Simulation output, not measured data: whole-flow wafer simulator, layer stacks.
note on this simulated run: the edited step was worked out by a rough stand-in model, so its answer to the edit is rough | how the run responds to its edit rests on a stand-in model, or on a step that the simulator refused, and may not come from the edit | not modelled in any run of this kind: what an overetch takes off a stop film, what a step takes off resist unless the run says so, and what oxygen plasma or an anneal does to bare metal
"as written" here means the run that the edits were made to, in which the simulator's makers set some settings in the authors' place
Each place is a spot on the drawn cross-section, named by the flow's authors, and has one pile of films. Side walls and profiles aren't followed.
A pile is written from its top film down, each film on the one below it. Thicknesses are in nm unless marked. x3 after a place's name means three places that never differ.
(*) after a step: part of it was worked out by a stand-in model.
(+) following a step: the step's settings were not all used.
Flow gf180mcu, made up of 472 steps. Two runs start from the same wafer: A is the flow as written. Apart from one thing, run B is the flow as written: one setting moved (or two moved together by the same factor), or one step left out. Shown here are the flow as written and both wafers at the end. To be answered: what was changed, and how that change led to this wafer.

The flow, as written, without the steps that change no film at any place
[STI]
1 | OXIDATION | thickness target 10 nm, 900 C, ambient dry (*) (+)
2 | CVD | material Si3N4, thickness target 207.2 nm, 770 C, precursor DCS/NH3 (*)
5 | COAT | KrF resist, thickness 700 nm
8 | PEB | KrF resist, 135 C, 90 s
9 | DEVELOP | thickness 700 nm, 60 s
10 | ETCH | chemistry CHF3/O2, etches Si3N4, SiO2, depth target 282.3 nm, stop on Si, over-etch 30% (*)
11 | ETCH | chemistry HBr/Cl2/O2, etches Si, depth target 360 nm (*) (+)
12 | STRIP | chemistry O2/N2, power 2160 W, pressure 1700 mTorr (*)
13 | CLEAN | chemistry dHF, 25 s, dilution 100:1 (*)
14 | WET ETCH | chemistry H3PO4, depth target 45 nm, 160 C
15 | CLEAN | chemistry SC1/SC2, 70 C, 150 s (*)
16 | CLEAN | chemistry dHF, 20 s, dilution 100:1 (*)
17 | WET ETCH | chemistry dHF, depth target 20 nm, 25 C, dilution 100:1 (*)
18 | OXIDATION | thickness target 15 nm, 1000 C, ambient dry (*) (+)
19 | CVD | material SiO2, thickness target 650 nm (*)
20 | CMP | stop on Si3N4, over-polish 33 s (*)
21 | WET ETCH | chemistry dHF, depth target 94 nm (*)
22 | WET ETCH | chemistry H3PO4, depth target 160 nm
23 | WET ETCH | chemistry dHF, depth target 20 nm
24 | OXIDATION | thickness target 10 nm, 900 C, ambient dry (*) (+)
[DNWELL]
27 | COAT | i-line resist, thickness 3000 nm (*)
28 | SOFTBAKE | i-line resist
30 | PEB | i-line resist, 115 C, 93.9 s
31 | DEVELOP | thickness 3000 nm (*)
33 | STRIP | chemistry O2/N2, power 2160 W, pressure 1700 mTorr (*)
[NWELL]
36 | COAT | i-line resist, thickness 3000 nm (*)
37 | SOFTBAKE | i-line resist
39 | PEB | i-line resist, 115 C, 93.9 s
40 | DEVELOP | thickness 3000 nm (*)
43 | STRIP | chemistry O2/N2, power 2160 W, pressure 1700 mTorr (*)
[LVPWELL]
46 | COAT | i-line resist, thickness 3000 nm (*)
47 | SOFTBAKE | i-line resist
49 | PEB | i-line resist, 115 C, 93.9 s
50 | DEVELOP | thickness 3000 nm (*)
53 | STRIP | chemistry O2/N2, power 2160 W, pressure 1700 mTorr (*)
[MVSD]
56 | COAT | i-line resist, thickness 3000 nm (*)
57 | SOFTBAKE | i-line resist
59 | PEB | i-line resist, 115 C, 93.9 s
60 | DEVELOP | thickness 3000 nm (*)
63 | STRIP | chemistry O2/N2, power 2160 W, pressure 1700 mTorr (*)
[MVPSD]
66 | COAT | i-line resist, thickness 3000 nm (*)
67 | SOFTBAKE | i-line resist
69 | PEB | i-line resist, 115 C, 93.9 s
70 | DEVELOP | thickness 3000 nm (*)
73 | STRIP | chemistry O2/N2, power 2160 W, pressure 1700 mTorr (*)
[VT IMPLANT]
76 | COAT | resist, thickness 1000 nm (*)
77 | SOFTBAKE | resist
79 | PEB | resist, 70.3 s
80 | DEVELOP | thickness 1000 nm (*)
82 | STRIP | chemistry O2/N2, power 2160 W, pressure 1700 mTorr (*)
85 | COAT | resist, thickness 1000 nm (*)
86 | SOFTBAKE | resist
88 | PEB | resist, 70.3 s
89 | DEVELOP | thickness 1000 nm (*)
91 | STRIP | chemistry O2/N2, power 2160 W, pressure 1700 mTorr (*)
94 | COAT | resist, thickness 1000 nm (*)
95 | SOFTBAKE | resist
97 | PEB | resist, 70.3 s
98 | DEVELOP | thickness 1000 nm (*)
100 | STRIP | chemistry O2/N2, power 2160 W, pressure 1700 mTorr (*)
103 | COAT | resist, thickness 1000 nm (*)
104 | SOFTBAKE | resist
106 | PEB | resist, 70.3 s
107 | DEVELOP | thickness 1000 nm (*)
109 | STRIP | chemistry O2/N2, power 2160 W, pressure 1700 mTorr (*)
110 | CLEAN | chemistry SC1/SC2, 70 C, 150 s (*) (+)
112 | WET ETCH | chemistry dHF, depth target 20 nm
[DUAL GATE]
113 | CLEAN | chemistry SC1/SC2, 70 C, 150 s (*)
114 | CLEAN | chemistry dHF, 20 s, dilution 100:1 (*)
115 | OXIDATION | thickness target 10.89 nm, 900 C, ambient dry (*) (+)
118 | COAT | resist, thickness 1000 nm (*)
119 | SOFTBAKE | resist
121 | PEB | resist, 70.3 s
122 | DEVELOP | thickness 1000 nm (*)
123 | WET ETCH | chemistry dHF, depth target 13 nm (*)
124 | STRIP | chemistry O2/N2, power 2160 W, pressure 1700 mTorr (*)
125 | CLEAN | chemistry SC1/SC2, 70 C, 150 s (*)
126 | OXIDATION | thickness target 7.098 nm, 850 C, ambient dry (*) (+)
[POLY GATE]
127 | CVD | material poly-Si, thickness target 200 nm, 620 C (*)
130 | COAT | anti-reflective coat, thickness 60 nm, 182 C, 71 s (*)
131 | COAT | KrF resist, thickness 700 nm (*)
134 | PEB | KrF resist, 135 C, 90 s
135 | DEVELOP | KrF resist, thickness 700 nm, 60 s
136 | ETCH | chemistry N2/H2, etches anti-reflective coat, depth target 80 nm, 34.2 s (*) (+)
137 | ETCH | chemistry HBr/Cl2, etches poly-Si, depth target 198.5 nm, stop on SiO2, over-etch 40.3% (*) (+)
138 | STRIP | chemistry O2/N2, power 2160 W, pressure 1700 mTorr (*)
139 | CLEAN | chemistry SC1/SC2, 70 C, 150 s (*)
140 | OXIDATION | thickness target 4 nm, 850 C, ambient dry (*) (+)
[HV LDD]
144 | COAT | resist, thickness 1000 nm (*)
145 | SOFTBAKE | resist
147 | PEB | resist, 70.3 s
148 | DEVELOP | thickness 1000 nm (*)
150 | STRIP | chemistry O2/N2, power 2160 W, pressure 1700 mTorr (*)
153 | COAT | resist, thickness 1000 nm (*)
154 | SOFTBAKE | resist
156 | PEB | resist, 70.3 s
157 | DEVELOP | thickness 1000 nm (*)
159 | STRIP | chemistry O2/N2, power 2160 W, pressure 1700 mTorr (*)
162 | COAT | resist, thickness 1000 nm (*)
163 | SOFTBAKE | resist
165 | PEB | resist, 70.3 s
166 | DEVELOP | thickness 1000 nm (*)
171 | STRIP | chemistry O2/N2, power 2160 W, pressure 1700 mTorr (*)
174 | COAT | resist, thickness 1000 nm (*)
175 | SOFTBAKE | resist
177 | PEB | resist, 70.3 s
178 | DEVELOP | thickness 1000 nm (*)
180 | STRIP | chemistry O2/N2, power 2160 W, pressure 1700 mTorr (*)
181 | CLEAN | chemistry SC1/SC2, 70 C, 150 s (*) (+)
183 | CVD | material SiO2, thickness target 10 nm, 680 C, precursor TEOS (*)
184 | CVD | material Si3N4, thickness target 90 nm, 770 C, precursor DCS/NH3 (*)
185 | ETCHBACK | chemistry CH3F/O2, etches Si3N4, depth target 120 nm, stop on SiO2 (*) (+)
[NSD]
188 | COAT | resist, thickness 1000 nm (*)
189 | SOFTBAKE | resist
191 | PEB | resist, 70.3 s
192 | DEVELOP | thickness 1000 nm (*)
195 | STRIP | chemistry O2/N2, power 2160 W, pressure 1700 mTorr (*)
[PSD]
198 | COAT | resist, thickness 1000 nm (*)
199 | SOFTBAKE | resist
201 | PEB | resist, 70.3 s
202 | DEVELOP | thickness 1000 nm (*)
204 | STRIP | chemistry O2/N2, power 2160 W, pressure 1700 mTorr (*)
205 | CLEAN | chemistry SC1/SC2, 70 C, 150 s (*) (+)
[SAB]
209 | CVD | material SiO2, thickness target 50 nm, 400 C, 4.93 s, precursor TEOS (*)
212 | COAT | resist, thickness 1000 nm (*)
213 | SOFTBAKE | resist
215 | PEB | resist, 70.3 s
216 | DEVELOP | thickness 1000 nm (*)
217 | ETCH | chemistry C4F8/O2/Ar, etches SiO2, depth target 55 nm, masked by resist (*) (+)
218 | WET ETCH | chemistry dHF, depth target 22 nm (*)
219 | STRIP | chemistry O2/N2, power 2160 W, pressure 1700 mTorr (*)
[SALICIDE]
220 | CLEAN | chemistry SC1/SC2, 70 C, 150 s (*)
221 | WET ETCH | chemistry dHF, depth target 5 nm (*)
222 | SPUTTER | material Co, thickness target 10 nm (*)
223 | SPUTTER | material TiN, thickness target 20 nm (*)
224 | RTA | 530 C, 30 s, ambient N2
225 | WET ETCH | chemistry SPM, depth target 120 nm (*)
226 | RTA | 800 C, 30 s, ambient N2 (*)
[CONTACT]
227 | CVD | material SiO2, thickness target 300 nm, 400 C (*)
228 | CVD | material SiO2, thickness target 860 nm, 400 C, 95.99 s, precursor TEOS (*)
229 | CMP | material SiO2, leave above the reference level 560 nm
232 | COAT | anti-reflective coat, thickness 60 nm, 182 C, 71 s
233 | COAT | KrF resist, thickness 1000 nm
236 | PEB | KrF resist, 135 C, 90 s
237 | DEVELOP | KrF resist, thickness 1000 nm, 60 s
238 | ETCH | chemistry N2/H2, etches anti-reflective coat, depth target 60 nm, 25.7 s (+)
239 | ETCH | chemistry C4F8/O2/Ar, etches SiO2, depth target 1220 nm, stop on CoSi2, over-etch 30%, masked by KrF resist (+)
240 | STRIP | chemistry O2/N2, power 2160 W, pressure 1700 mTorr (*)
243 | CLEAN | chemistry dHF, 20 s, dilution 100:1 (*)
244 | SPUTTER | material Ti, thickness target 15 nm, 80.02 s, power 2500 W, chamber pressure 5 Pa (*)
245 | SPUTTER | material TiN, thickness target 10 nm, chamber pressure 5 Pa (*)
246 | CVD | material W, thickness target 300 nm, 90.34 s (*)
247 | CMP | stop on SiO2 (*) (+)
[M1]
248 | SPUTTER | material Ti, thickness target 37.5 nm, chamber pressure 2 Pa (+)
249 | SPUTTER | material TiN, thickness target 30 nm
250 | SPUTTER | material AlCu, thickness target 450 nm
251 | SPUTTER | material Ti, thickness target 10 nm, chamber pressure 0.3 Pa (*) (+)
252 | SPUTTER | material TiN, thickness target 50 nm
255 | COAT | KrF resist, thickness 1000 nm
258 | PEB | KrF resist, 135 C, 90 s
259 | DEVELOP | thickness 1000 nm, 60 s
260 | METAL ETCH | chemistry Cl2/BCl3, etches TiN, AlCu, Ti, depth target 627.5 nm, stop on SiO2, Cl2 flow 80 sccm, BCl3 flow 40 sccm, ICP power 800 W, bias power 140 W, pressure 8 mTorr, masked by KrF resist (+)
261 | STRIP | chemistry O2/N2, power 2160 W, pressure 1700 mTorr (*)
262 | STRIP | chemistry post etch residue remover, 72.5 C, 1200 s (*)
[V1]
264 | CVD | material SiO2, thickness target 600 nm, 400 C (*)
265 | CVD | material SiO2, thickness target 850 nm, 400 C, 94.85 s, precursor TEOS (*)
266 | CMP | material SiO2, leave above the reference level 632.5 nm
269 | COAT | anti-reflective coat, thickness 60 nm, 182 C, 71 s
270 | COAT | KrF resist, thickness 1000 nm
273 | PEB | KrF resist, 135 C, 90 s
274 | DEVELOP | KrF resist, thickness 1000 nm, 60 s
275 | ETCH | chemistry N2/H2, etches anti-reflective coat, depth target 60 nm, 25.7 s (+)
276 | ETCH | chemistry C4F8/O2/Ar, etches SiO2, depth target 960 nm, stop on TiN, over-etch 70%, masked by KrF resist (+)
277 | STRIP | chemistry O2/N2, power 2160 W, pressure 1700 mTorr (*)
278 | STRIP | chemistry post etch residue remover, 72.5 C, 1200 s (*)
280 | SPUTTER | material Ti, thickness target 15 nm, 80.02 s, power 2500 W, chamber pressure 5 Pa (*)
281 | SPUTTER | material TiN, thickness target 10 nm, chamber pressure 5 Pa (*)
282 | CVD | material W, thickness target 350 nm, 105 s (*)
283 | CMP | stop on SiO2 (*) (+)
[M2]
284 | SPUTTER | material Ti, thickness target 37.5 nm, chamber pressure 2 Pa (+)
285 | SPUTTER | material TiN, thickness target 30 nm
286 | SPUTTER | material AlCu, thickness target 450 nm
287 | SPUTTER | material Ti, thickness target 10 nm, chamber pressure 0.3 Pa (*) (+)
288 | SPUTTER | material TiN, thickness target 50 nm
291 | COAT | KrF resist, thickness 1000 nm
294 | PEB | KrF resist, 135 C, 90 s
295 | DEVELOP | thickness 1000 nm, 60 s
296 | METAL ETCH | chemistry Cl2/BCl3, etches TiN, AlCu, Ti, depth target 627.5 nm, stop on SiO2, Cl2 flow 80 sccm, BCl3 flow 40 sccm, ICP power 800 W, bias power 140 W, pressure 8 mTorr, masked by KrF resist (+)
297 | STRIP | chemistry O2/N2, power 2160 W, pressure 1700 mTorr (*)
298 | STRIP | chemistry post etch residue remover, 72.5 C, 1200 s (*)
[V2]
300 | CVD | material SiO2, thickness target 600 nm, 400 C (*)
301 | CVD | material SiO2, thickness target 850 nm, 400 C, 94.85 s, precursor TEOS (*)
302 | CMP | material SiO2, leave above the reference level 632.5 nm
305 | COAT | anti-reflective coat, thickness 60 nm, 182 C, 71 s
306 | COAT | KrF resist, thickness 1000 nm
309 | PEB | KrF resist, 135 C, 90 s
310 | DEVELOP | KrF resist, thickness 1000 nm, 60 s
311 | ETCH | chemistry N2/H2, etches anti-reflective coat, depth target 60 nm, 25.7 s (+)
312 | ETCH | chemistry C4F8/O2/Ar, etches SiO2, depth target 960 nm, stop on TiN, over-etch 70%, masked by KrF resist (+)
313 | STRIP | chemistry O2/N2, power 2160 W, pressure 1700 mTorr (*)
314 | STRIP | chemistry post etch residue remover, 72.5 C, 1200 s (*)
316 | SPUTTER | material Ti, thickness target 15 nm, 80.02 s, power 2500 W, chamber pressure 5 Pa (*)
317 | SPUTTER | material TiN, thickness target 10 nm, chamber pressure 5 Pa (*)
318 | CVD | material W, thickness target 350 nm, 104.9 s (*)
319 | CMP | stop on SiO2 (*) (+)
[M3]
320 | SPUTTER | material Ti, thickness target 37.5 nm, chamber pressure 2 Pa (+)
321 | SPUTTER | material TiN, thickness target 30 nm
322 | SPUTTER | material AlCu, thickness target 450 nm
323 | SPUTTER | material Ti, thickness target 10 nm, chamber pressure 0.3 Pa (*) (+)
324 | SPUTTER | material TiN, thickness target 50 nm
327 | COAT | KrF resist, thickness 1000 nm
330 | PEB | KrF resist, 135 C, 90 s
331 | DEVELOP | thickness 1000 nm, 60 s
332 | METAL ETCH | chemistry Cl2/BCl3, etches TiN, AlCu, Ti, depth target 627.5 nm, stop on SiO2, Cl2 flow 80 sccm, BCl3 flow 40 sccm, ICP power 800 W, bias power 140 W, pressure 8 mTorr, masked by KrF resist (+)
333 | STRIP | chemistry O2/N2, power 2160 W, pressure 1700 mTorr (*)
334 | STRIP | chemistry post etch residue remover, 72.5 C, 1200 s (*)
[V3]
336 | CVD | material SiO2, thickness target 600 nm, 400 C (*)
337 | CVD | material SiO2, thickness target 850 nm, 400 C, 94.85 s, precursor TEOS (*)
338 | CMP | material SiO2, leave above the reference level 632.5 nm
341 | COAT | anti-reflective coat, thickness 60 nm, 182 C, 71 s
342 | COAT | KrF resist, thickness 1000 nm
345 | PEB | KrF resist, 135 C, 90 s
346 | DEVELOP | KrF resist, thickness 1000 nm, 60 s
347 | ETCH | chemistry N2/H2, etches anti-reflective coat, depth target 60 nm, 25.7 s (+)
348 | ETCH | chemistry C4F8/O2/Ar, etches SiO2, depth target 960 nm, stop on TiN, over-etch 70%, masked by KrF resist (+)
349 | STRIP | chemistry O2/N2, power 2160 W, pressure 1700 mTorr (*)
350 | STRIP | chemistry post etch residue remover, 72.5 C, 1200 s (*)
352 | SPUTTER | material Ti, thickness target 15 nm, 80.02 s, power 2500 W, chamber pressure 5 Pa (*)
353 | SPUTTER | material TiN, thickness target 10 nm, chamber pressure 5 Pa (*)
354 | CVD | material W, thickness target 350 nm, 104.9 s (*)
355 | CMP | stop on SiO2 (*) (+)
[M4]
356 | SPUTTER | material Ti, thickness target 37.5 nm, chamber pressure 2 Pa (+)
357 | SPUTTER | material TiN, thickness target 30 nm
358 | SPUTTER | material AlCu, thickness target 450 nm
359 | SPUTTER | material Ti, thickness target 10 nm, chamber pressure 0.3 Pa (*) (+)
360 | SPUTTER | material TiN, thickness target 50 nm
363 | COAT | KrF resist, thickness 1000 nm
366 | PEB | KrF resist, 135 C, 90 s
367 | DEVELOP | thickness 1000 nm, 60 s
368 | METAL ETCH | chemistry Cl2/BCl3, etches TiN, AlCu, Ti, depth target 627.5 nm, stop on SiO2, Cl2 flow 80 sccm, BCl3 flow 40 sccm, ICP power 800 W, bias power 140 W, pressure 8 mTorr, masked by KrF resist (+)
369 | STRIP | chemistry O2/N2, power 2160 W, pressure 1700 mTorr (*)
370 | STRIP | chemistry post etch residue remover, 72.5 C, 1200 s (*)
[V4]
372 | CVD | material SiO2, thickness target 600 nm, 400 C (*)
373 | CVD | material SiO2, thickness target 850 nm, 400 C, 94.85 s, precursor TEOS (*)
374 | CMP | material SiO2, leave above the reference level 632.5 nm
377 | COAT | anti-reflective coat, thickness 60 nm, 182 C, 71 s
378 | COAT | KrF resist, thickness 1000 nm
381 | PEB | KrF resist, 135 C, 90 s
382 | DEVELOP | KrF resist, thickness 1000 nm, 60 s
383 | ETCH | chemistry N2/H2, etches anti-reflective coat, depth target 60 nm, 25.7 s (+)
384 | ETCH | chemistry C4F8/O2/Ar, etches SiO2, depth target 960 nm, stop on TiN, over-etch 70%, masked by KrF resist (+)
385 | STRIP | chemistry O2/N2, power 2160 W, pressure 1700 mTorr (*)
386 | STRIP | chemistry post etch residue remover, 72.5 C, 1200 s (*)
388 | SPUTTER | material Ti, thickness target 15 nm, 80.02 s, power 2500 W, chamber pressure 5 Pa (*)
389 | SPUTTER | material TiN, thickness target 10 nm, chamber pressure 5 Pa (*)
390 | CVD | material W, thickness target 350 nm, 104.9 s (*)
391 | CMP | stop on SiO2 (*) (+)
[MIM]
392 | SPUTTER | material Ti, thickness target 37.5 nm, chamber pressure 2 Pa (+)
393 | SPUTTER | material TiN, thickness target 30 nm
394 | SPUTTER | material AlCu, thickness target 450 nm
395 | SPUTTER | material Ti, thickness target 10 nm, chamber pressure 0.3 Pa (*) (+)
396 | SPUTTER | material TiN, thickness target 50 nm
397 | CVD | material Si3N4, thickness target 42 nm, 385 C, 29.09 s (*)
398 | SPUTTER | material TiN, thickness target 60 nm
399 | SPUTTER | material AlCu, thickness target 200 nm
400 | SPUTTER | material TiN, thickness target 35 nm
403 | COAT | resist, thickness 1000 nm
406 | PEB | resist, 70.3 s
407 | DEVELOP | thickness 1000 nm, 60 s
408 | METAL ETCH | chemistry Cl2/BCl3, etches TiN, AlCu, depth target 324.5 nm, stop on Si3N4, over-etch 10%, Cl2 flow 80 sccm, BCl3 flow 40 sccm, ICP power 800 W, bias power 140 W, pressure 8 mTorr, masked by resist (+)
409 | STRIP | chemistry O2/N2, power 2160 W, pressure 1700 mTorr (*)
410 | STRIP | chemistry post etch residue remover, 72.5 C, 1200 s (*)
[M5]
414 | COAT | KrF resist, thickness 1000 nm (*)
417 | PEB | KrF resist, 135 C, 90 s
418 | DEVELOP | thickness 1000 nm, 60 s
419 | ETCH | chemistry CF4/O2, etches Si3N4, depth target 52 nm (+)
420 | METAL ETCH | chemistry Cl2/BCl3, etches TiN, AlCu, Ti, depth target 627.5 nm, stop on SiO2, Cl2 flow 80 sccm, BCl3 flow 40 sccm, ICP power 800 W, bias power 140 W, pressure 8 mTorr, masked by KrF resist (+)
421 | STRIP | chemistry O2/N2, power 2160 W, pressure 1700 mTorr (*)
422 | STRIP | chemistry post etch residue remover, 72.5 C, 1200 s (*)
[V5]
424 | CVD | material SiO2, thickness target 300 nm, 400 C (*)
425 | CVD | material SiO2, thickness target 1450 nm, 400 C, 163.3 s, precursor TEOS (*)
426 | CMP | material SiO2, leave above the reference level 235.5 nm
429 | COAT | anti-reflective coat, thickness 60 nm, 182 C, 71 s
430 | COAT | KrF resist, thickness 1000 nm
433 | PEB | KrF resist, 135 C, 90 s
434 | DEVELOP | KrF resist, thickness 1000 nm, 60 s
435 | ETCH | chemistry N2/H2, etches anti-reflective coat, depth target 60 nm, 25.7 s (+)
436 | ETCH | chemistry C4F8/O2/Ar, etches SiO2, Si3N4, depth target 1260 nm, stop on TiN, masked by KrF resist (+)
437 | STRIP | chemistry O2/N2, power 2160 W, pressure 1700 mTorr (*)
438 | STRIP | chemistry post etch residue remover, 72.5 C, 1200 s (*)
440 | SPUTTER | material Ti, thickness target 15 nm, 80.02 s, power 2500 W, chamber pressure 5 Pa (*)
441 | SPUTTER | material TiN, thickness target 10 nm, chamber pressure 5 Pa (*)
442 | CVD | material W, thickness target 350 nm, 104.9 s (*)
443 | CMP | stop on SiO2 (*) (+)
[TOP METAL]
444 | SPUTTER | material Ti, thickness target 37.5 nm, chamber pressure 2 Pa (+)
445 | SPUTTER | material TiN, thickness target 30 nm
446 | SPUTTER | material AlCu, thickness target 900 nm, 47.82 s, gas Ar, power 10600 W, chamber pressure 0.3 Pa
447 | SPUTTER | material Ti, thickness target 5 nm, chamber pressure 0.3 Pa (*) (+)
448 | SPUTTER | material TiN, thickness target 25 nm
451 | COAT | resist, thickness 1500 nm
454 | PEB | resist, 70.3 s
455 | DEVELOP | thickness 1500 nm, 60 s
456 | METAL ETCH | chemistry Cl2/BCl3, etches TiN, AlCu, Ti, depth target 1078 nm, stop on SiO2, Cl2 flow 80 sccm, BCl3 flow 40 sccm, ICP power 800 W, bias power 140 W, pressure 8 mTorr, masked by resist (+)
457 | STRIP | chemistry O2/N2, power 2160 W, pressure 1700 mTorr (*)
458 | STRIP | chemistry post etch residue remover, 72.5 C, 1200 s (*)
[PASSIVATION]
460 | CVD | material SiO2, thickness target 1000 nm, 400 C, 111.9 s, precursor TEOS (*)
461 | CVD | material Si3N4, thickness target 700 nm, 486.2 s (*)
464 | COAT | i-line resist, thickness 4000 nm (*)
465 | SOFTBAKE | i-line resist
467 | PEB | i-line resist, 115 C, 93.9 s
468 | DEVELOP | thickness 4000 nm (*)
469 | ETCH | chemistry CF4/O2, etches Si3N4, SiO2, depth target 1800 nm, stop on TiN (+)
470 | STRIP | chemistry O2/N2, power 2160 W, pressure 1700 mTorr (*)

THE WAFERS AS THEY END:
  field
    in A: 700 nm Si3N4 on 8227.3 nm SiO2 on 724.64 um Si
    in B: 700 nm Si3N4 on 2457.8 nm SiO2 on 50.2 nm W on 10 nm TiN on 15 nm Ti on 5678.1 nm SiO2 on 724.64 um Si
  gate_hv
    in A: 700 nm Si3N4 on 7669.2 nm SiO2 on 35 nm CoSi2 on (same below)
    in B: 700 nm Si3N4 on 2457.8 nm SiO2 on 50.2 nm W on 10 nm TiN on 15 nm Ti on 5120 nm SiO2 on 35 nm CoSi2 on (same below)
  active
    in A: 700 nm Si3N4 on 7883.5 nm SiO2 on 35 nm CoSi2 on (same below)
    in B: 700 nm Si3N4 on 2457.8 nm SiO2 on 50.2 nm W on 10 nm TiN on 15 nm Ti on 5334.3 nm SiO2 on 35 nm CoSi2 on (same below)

Cause: step 373, CVD: thickness target 434 nm was run, whereas the flow has thickness target 850 nm; step 373, CVD: 48.37 s was run, where the flow has 94.85 s.

The path from the change to this, step by step:
  373 | CVD | material SiO2, thickness target 850 nm, 400 C, 94.85 s, precursor TEOS (*)
      field, field__w1, field__w2 and 108 more: A SiO2 gains 850 | B SiO2 gains 442.4
  374 | CMP | material SiO2, leave above the reference level 632.5 nm
      field, field__w1, field__w2 and 103 more: A SiO2 loses 300 | B nothing
      field__w8, contact, m1, m1__w1, m1_nw: A SiO2 loses 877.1 | B SiO2 loses 469.5
  377 | COAT | anti-reflective coat, thickness 60 nm, 182 C, 71 s
      gate_hv, polyc_n: A anti-reflective coat gains 60 (new film) | B anti-reflective coat gains 53.1 (new film)
      field: A anti-reflective coat gains 60 (new film) | B anti-reflective coat gains 103.2 (new film)
      (and at 18 other places as well)
  378 | COAT | KrF resist, thickness 1000 nm
      field__w1: A KrF resist gains 1000 (new film) | B KrF resist gains 979.2 (new film)
      n_well: A KrF resist gains 1000 (new film) | B KrF resist gains 972.5 (new film)
      (and at 9 other places as well)
  381 | PEB | KrF resist, 135 C, 90 s
      polyc_n, polyc_n_rim: A KrF resist loses 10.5 | B KrF resist loses 11.4
      m1: A KrF resist loses 10.5 | B KrF resist loses 9.63
      (and at 1 other place as well)
  382 | DEVELOP | KrF resist, thickness 1000 nm, 60 s
      contact: A KrF resist loses 989.5 (all of it) | B KrF resist loses 941.4 (all of it)
  383 | ETCH | chemistry N2/H2, etches anti-reflective coat, depth target 60 nm, 25.7 s (+)
      contact: A anti-reflective coat loses 60 (all of it), SiO2 loses 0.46 | B anti-reflective coat loses 22.8 (all of it), SiO2 loses 1.42
  385 | STRIP | chemistry O2/N2, power 2160 W, pressure 1700 mTorr (*)
      field: A KrF resist loses 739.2 (all of it), anti-reflective coat loses 60 (all of it) | B KrF resist loses 721.7 (all of it), anti-reflective coat loses 103.2 (all of it)
      field__w1: A KrF resist loses 739.2 (all of it), anti-reflective coat loses 60 (all of it) | B KrF resist loses 718.6 (all of it), anti-reflective coat loses 85.1 (all of it)
      (and at 18 other places as well)
  388 | SPUTTER | material Ti, thickness target 15 nm, 80.02 s, power 2500 W, chamber pressure 5 Pa (*)
      contact: A Ti gains 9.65 (new film) | B Ti gains 10.3 (new film)
  390 | CVD | material W, thickness target 350 nm, 104.9 s (*)
      contact: A W gains 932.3 (new film) | B W gains 823.6 (new film)
  391 | CMP | stop on SiO2 (*) (+)
      field, field__w1, field__w2 and 103 more: A W loses 350 (all of it), TiN loses 10 (all of it), Ti loses 15 (all of it), SiO2 loses 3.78 | B W loses 287.4
      field__w8, m1, m1__w1, m1_nw: A W loses 350 (all of it), TiN loses 10 (all of it), Ti loses 15 (all of it), SiO2 loses 3.78 | B W loses 350 (all of it), TiN loses 10 (all of it), Ti loses 15 (all of it), SiO2 loses 20
      (and at 1 other place as well)
  420 | METAL ETCH | chemistry Cl2/BCl3, etches TiN, AlCu, Ti, depth target 627.5 nm, stop on SiO2, Cl2 flow 80 sccm, BCl3 flow 40 sccm, ICP power 800 W, bias power 140 W, pressure 8 mTorr, masked by KrF resist (+)
      field, field__w1, field__w2 and 101 more: A TiN loses 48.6 (all of it), Ti loses 10 (all of it), AlCu loses 450 (all of it), TiN loses 30 (all of it), Ti loses 37.5 (all of it) | B TiN loses 48.6 (all of it), Ti loses 10 (all of it), AlCu loses 450 (all of it), TiN loses 30 (all of it), Ti loses 37.5 (all of it), W loses 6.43
  422 | STRIP | chemistry post etch residue remover, 72.5 C, 1200 s (*)
      field, field__w1, field__w2 and 101 more: A nothing | B W loses 6.01
  424 | CVD | material SiO2, thickness target 300 nm, 400 C (*)
      field, field__w1, field__w2 and 101 more: A SiO2 gains 300 | B SiO2 gains 300 (new film)
  426 | CMP | material SiO2, leave above the reference level 235.5 nm
      field, field__w1, field__w5 and 92 more: A SiO2 loses 300.8 | B SiO2 loses 288.4
      field__w2, field__w3, field__w12 and 6 more: A SiO2 loses 272.7 | B SiO2 loses 259.7
With metal films that touch counted as one body, field has 1 body; the flow as written gives 0 bodies.
With metal films that touch counted as one body, gate_hv has 2 bodies (between them, from the top down: SiO2 5120); the flow as written gives 1 body.
With metal films that touch counted as one body, active has 2 bodies (between them, from the top down: SiO2 5334.3); the flow as written gives 1 body.
